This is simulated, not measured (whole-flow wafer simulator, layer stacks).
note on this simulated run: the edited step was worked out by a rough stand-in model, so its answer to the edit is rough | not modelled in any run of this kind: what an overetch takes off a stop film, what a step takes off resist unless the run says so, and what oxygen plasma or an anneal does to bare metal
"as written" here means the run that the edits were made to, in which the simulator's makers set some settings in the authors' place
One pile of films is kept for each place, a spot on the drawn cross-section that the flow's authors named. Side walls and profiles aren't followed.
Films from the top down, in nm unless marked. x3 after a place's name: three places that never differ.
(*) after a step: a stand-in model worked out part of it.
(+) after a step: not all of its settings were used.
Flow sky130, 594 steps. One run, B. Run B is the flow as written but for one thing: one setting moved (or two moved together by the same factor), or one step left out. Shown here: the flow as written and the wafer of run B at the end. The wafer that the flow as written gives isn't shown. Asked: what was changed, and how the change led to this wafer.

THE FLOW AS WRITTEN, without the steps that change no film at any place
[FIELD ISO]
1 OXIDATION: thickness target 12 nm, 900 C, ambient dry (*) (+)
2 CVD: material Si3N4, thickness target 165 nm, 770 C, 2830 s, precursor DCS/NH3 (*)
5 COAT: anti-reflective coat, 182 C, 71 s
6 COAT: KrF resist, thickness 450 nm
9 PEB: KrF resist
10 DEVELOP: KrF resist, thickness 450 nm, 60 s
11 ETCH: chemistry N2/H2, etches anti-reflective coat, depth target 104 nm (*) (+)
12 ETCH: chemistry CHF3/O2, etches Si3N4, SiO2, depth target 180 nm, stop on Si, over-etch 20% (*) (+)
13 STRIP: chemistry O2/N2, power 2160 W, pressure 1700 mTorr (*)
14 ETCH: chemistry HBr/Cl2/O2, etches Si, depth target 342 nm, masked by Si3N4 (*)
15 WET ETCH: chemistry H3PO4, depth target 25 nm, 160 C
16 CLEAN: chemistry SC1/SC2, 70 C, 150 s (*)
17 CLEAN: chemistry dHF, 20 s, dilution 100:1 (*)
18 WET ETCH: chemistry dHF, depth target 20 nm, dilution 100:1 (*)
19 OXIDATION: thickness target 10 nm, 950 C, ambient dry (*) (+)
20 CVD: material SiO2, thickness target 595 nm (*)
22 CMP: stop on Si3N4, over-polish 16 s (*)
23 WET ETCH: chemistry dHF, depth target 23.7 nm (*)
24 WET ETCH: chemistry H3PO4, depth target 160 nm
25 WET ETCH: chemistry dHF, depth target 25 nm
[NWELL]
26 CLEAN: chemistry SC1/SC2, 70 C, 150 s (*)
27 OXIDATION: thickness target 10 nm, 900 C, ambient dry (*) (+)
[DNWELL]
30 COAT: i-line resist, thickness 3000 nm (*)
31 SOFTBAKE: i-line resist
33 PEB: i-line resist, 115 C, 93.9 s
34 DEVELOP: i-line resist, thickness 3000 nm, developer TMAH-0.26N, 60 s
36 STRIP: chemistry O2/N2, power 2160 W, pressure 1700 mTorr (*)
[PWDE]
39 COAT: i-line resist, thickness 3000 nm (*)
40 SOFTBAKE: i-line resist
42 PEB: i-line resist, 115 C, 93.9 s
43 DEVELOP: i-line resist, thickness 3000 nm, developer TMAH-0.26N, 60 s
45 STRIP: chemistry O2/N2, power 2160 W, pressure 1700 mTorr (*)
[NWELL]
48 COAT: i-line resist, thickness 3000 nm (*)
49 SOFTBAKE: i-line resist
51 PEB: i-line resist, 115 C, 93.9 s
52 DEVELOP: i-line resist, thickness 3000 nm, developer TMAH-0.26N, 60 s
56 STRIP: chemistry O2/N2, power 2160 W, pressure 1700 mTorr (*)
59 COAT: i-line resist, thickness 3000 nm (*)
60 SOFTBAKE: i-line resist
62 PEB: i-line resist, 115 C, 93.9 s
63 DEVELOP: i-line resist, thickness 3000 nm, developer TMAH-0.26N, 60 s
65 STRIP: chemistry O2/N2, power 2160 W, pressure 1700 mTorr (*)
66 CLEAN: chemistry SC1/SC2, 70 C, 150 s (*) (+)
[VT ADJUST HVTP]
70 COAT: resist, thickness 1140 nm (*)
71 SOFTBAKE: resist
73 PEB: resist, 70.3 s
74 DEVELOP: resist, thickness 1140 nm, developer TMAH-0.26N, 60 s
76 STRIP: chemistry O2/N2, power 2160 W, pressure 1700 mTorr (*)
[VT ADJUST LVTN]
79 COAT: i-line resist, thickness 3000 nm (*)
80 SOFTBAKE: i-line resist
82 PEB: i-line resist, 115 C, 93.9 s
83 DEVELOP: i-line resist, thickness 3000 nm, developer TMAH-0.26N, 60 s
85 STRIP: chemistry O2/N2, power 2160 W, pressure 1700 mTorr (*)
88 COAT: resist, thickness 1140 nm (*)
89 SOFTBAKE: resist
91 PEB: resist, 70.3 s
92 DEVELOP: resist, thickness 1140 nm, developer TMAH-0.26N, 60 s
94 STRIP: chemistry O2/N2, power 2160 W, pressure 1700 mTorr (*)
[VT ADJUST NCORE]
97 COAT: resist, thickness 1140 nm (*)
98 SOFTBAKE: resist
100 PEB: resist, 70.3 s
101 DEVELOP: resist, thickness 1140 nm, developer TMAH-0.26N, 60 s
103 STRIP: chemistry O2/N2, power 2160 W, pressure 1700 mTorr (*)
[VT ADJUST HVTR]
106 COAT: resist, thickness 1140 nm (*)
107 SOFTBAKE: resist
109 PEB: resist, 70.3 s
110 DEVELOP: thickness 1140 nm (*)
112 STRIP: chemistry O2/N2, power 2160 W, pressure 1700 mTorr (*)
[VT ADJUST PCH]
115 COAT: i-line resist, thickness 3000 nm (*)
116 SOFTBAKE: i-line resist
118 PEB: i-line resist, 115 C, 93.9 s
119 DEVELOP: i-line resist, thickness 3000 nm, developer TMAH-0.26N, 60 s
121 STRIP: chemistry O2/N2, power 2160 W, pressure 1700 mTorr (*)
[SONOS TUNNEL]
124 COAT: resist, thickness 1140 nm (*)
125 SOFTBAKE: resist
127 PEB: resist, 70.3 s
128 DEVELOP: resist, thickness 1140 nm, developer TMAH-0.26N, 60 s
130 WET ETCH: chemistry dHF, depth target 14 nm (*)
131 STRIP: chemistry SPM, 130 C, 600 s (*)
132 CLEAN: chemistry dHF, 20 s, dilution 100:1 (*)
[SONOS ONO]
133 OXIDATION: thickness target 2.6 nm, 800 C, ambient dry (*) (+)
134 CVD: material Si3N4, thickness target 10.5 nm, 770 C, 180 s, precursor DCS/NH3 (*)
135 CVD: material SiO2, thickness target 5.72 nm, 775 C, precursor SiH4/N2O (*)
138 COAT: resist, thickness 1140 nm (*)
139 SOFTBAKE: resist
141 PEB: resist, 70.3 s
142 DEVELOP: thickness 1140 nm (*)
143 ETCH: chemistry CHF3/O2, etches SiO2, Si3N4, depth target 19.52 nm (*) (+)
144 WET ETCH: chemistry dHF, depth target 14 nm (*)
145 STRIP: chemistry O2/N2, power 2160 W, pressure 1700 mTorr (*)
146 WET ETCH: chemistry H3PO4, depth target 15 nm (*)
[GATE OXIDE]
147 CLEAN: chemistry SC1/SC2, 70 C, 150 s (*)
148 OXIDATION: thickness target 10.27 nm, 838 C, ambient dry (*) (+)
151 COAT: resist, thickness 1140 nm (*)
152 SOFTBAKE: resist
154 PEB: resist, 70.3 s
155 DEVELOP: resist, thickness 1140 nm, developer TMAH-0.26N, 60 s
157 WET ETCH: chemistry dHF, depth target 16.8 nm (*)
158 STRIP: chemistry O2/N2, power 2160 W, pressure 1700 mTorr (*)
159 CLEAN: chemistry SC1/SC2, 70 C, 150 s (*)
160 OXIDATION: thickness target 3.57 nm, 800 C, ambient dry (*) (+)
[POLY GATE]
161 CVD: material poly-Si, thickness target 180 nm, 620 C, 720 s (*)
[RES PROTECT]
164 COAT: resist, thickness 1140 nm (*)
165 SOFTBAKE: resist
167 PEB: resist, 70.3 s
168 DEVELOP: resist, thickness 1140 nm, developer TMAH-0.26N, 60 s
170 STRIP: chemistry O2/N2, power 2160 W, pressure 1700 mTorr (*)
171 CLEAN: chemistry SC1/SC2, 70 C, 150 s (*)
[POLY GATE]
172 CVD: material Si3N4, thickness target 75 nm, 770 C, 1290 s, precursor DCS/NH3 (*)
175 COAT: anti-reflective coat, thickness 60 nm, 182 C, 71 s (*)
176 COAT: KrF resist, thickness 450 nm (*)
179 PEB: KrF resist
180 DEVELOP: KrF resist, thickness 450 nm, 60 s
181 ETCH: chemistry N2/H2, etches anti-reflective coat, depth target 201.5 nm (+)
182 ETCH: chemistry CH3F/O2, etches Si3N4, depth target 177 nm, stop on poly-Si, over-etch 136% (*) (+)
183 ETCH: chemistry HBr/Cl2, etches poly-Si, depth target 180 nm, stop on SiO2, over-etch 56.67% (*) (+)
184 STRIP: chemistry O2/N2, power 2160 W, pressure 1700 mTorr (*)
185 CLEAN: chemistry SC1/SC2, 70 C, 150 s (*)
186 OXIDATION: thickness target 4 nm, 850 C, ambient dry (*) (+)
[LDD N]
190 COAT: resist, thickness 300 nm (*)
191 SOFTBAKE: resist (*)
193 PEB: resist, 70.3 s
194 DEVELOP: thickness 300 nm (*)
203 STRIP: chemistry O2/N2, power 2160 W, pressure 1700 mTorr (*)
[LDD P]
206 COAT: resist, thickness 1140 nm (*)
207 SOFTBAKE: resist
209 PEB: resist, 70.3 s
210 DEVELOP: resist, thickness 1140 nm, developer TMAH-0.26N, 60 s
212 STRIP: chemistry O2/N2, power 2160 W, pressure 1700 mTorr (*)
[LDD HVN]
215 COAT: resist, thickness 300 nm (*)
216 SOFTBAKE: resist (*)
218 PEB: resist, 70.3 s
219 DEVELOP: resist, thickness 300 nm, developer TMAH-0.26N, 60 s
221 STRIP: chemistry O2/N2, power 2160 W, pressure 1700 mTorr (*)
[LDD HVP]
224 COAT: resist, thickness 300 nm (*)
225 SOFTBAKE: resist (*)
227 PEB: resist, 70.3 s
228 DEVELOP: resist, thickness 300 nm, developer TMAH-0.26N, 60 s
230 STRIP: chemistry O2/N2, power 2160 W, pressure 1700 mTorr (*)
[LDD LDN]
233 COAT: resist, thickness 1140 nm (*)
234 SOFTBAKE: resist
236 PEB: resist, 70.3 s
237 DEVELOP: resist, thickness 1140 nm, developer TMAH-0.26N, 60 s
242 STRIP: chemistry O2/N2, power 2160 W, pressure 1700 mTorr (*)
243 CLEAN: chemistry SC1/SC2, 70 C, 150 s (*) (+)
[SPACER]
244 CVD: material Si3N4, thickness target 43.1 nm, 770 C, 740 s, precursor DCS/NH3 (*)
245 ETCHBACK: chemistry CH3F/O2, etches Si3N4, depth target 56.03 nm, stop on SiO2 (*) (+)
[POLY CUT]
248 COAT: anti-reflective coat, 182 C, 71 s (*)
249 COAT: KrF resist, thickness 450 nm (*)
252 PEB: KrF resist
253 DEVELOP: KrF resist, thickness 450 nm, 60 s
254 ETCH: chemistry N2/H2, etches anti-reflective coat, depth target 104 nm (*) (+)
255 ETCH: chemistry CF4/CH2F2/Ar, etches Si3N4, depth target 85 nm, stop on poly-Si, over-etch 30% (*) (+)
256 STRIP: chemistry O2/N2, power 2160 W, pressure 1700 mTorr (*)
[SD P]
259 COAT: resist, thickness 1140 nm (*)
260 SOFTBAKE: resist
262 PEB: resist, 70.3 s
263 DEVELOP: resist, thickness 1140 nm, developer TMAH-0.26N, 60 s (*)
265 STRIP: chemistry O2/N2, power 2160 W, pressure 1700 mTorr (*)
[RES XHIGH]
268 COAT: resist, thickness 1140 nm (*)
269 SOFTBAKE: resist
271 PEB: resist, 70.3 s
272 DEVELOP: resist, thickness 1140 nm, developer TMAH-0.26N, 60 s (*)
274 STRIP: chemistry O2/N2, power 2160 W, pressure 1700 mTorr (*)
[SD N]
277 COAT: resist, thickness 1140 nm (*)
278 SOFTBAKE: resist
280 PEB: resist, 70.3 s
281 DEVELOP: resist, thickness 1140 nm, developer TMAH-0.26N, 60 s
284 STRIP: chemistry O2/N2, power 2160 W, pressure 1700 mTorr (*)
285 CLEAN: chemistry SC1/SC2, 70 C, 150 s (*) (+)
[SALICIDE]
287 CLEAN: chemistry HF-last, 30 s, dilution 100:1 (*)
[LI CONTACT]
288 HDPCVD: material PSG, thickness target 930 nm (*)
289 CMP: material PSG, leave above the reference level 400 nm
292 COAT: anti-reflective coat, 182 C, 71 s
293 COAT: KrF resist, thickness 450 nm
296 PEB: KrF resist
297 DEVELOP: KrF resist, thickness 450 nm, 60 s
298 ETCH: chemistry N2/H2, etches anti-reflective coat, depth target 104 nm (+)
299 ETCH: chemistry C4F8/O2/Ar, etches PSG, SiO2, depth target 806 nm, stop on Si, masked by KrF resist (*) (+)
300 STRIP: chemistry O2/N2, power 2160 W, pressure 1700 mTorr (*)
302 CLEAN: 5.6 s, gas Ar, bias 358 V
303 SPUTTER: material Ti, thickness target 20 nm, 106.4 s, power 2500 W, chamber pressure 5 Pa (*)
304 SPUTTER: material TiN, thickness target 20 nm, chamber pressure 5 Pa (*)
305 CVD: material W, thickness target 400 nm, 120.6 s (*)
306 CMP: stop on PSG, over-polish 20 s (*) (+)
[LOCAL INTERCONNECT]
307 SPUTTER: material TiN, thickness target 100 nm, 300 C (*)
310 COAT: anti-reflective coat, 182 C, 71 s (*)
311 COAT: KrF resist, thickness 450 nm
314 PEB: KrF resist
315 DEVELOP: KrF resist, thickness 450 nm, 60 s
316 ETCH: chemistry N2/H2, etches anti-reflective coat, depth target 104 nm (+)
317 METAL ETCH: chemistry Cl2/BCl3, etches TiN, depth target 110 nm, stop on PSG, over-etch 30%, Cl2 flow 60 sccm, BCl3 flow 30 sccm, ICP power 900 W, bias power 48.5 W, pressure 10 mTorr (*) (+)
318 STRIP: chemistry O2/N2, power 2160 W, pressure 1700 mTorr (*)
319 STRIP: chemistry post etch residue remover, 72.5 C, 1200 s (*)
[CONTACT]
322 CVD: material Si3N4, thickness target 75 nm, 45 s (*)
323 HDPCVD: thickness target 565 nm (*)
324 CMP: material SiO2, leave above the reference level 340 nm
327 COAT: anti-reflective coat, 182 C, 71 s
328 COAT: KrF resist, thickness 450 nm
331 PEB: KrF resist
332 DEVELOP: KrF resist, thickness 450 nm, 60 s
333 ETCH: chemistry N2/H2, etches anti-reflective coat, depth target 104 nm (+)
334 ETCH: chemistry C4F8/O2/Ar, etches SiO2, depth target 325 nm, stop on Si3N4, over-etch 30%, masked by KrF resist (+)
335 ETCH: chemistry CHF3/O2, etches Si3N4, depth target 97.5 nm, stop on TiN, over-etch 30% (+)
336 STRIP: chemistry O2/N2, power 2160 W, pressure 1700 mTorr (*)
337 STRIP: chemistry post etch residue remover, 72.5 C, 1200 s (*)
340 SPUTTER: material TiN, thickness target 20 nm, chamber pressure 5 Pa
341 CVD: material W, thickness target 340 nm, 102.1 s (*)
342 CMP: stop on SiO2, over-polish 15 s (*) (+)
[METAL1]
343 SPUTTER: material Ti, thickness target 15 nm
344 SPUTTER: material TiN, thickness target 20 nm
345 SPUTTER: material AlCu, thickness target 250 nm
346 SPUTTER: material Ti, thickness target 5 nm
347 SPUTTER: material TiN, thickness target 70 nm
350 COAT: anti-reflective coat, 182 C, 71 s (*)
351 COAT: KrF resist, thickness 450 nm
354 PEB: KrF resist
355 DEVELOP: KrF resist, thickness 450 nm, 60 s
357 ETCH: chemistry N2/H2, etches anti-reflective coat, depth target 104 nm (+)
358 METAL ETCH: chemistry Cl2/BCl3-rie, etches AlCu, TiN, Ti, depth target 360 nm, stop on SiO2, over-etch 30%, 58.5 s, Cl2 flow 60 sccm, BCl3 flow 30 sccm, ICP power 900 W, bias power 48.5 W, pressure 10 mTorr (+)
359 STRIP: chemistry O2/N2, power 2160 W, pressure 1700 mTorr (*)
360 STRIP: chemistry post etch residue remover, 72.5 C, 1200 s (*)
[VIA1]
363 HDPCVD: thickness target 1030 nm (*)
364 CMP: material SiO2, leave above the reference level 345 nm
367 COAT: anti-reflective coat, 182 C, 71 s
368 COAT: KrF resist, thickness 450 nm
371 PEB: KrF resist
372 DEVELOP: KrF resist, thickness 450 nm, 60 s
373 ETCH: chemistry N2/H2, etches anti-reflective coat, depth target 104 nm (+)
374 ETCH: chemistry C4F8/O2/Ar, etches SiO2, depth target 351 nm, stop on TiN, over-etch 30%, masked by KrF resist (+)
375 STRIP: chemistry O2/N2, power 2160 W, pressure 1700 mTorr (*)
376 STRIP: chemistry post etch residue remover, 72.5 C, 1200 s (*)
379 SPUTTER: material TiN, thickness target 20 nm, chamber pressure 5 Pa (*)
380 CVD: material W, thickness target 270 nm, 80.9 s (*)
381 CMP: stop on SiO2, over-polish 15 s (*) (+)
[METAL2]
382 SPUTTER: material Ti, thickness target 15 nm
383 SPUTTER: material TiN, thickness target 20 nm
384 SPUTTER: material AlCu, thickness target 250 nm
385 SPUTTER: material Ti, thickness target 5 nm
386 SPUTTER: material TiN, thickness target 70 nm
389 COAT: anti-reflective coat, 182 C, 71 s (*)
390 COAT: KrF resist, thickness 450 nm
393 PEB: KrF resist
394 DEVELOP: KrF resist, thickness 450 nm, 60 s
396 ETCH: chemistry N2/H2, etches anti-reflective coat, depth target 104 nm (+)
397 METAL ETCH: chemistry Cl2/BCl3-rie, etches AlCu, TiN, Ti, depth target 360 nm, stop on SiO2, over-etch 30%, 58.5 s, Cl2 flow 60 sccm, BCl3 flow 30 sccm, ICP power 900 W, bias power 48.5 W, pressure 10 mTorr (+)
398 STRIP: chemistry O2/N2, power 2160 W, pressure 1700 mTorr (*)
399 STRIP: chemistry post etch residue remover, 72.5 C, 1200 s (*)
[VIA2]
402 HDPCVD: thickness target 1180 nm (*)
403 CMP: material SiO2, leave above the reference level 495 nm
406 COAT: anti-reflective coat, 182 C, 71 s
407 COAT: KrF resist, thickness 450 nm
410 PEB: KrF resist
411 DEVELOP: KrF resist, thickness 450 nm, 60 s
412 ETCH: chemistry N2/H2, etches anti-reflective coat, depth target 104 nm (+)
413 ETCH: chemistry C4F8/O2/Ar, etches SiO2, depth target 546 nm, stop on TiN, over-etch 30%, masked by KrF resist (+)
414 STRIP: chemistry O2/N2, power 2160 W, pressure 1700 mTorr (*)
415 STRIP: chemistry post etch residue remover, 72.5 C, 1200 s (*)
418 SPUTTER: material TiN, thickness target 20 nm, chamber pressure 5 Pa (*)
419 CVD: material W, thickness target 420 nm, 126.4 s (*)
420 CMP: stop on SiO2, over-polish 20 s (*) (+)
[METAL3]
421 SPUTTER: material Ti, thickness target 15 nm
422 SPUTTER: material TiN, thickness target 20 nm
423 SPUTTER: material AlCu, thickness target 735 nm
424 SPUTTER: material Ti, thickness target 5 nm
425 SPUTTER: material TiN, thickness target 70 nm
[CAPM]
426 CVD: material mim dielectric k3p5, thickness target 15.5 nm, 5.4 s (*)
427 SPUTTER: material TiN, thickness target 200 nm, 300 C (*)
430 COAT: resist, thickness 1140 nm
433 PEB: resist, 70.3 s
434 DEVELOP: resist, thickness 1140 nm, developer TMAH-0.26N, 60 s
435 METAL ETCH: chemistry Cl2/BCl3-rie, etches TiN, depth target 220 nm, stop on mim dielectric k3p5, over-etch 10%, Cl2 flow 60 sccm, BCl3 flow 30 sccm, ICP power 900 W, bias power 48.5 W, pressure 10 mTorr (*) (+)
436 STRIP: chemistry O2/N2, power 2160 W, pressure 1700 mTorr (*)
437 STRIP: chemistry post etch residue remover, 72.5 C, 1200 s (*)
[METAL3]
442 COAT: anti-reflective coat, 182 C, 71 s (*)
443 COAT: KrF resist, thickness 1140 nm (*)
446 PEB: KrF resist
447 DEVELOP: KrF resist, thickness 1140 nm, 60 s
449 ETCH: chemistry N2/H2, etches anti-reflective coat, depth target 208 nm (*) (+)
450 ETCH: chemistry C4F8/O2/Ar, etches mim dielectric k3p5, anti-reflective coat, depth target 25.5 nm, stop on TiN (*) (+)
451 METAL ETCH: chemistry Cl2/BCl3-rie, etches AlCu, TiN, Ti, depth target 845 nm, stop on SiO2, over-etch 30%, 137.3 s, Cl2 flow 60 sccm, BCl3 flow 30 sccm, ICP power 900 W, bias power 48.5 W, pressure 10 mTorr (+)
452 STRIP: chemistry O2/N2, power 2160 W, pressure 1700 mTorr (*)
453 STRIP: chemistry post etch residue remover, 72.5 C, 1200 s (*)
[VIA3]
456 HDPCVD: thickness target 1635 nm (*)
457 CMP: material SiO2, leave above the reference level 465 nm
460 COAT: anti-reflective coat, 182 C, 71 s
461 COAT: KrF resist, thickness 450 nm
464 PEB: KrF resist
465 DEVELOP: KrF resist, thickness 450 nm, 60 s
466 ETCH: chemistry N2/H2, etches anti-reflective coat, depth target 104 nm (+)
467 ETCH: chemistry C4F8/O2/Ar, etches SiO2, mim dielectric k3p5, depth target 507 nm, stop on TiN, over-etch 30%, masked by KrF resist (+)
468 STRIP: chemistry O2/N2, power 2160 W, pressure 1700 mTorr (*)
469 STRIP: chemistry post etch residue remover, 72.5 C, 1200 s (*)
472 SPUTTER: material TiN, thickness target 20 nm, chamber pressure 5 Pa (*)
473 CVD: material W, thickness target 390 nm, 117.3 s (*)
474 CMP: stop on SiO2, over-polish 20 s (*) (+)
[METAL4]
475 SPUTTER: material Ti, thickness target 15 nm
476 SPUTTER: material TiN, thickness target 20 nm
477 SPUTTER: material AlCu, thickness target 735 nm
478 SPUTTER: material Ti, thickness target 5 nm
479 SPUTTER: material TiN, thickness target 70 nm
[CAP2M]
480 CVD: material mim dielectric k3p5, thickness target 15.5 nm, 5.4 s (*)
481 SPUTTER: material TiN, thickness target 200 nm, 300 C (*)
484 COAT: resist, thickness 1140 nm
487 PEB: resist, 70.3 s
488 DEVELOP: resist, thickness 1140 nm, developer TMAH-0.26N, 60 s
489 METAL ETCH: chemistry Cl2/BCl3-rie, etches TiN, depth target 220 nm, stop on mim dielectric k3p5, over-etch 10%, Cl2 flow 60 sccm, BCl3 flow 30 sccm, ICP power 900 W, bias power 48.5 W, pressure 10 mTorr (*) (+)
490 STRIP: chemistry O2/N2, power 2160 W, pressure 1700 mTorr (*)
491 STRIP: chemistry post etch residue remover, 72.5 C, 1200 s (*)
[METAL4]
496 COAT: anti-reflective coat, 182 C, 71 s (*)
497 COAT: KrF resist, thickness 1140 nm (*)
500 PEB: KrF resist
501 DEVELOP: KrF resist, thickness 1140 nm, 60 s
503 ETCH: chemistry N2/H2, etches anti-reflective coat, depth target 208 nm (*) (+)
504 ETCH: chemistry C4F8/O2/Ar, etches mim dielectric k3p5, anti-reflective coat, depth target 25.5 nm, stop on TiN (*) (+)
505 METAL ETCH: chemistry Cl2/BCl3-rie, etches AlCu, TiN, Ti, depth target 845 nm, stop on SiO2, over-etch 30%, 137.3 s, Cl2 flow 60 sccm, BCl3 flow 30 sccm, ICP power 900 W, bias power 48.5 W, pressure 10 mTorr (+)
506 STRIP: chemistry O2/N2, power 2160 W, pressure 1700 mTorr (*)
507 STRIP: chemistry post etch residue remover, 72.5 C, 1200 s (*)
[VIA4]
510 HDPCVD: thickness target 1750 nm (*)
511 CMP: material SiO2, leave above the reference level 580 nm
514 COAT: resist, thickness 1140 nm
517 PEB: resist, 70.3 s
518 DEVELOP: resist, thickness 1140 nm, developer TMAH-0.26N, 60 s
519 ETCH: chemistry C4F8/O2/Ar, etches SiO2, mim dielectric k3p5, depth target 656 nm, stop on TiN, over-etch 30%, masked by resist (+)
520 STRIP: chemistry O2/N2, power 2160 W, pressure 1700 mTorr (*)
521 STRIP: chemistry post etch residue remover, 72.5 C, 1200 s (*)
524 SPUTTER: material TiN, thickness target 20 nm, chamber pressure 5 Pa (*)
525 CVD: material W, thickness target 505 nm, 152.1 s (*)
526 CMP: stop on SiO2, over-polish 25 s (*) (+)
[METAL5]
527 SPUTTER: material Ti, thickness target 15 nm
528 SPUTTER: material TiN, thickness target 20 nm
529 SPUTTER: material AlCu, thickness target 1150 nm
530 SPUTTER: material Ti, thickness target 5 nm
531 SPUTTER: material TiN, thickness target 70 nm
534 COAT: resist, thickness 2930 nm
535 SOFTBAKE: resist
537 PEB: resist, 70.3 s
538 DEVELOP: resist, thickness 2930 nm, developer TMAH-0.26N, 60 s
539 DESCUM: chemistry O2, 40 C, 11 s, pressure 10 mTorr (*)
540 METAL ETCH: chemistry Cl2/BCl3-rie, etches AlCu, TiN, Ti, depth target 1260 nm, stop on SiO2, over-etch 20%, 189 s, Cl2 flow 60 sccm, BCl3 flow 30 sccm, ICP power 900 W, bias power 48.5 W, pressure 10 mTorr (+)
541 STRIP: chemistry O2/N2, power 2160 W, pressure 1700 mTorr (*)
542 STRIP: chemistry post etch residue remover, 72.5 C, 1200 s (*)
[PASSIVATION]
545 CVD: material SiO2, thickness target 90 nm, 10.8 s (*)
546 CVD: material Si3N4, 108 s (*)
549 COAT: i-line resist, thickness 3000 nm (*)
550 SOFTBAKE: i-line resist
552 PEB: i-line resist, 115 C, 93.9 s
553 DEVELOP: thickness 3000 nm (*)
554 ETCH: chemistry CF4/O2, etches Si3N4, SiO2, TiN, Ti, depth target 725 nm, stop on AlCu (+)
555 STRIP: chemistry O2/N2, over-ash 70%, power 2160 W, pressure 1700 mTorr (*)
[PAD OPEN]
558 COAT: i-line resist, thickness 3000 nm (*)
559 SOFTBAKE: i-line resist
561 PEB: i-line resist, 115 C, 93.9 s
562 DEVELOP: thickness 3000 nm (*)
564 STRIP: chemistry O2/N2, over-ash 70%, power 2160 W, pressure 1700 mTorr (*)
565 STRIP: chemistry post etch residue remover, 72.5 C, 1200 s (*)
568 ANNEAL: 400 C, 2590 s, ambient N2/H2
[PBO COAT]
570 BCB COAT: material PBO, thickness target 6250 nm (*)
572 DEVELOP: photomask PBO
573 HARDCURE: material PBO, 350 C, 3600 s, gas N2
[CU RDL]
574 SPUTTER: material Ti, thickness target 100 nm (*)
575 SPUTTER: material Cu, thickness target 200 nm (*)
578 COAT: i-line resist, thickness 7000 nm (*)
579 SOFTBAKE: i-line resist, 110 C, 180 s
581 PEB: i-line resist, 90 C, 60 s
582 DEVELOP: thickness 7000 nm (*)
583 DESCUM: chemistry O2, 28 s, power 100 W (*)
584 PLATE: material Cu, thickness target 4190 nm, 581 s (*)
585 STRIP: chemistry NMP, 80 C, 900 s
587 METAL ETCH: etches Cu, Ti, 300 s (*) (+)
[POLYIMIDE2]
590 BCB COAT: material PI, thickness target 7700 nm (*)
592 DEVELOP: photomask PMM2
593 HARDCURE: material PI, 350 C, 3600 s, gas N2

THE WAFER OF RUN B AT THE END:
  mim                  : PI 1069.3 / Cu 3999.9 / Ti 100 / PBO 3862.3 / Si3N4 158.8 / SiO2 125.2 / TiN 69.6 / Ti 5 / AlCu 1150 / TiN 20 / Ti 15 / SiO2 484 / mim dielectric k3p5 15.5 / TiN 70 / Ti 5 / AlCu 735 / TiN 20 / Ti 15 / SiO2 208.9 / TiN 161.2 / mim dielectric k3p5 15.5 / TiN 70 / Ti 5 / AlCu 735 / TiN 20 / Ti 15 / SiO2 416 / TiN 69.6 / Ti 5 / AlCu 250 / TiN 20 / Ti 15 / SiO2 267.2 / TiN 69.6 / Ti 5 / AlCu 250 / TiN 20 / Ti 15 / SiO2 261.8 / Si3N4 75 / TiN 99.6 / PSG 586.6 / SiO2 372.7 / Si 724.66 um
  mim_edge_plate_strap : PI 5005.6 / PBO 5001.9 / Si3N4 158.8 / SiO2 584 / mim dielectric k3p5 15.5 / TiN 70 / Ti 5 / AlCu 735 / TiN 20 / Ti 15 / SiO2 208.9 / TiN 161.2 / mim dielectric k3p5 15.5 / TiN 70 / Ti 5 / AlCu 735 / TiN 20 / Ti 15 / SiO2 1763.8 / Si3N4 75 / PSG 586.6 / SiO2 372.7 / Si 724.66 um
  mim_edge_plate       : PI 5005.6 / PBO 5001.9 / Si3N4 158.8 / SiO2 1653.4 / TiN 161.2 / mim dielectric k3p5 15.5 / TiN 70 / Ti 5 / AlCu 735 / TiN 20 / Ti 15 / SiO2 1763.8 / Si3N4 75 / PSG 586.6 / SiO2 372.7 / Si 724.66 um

The cause: step 427, SPUTTER: thickness target 162 nm was run, where the flow has thickness target 200 nm.

How the change led to this, step by step:
  427 SPUTTER: material TiN, thickness target 200 nm, 300 C (*)
      field, active, n_well and 188 more: TiN +162 (new film) (as written it would be: TiN +200 (new film))
  435 METAL ETCH: chemistry Cl2/BCl3-rie, etches TiN, depth target 220 nm, stop on mim dielectric k3p5, over-etch 10%, Cl2 flow 60 sccm, BCl3 flow 30 sccm, ICP power 900 W, bias power 48.5 W, pressure 10 mTorr (*) (+)
      field, active, n_well and 185 more: TiN -162 (all of it) (as written it would be: TiN -200 (all of it))
      mim, mim_edge_plate_strap, mim_edge_plate: resist -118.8 (as written it would be: resist -146.7)
  436 STRIP: chemistry O2/N2, power 2160 W, pressure 1700 mTorr (*)
      mim, mim_edge_plate_strap, mim_edge_plate: resist -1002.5 (all of it) (as written it would be: resist -974.6 (all of it))
  442 COAT: anti-reflective coat, 182 C, 71 s (*)
      rpm_encl, rpm_encl_psd, rpm_encl_urpm: anti-reflective coat +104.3 (new film) (as written it would be: anti-reflective coat +101.2 (new film))
      poly_licon, rpo_hd_licon: anti-reflective coat +68.1 (new film) (as written it would be: anti-reflective coat +57.6 (new film))
      (and at 6 more places)
  443 COAT: KrF resist, thickness 1140 nm (*)
      mim_edge_plate_strap, mim_edge_plate: KrF resist +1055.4 (new film) (as written it would be: KrF resist +1017.4 (new film))
      mim: KrF resist +1059.9 (new film) (as written it would be: KrF resist +1025.5 (new film))
  449 ETCH: chemistry N2/H2, etches anti-reflective coat, depth target 208 nm (*) (+)
      rpm_encl, rpm_encl_psd, rpm_encl_urpm: anti-reflective coat -104.3 (all of it) (as written it would be: anti-reflective coat -101.2 (all of it))
      poly_licon, rpo_hd_licon: anti-reflective coat -68.1 (all of it) (as written it would be: anti-reflective coat -57.6 (all of it))
      (and at 3 more places)
  452 STRIP: chemistry O2/N2, power 2160 W, pressure 1700 mTorr (*)
      mim_edge_plate_strap, mim_edge_plate: KrF resist -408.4 (all of it), anti-reflective coat -3 (all of it) (as written it would be: KrF resist -370.5 (all of it), anti-reflective coat -3 (all of it))
      mim: KrF resist -413 (all of it), anti-reflective coat -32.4 (all of it) (as written it would be: KrF resist -378.7 (all of it), anti-reflective coat -40.4 (all of it))
      (and at 2 more places)
  457 CMP: material SiO2, leave above the reference level 465 nm
      mim, mim_edge_plate_strap, mim_edge_plate: SiO2 -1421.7 (as written it would be: SiO2 -1459.7)
